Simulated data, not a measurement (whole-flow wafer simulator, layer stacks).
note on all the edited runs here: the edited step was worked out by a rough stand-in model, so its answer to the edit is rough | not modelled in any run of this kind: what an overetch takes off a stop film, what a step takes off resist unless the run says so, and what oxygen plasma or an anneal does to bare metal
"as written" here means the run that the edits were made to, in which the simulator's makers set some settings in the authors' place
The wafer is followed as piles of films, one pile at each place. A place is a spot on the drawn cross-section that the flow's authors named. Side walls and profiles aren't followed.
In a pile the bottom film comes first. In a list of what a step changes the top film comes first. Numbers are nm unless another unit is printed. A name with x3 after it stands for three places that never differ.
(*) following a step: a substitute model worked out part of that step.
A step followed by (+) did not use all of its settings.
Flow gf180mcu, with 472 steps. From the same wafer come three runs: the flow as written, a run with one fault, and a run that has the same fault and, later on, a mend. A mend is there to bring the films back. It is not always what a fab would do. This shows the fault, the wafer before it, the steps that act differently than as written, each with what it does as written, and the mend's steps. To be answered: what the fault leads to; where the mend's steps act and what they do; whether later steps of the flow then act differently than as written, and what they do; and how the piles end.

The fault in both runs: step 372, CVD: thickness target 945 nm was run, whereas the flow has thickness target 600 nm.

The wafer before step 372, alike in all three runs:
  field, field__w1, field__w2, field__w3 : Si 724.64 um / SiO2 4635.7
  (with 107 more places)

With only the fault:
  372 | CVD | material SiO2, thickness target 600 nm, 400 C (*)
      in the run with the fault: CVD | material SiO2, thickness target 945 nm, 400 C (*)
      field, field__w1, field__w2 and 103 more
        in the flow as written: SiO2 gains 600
        in the run with the fault: SiO2 gains 945
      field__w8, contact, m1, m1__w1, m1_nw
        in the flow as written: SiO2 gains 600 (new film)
        in the run with the fault: SiO2 gains 945 (new film)
  Later steps of the flow acting differently than as written:
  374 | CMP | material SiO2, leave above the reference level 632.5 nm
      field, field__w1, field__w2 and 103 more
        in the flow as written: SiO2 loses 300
        in the run with the fault: SiO2 loses 645
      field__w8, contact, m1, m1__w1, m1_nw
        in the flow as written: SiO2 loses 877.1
        in the run with the fault: SiO2 loses 1222.1
  At every place that both follow, the piles at the end match the flow's.

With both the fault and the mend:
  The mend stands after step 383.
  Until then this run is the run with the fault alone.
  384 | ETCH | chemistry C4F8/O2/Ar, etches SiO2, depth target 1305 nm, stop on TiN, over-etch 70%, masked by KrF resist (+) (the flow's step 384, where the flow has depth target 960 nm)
      field, field__w1, field__w2 and 107 more
        KrF resist loses 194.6
      contact
        SiO2 loses 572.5 (all of it)
  Every later step of the flow that is run acts as written, at every place that is followed, to within 2% or 0.5 nm, whichever is larger.
  At every place that both follow, the piles at the end match the flow's.
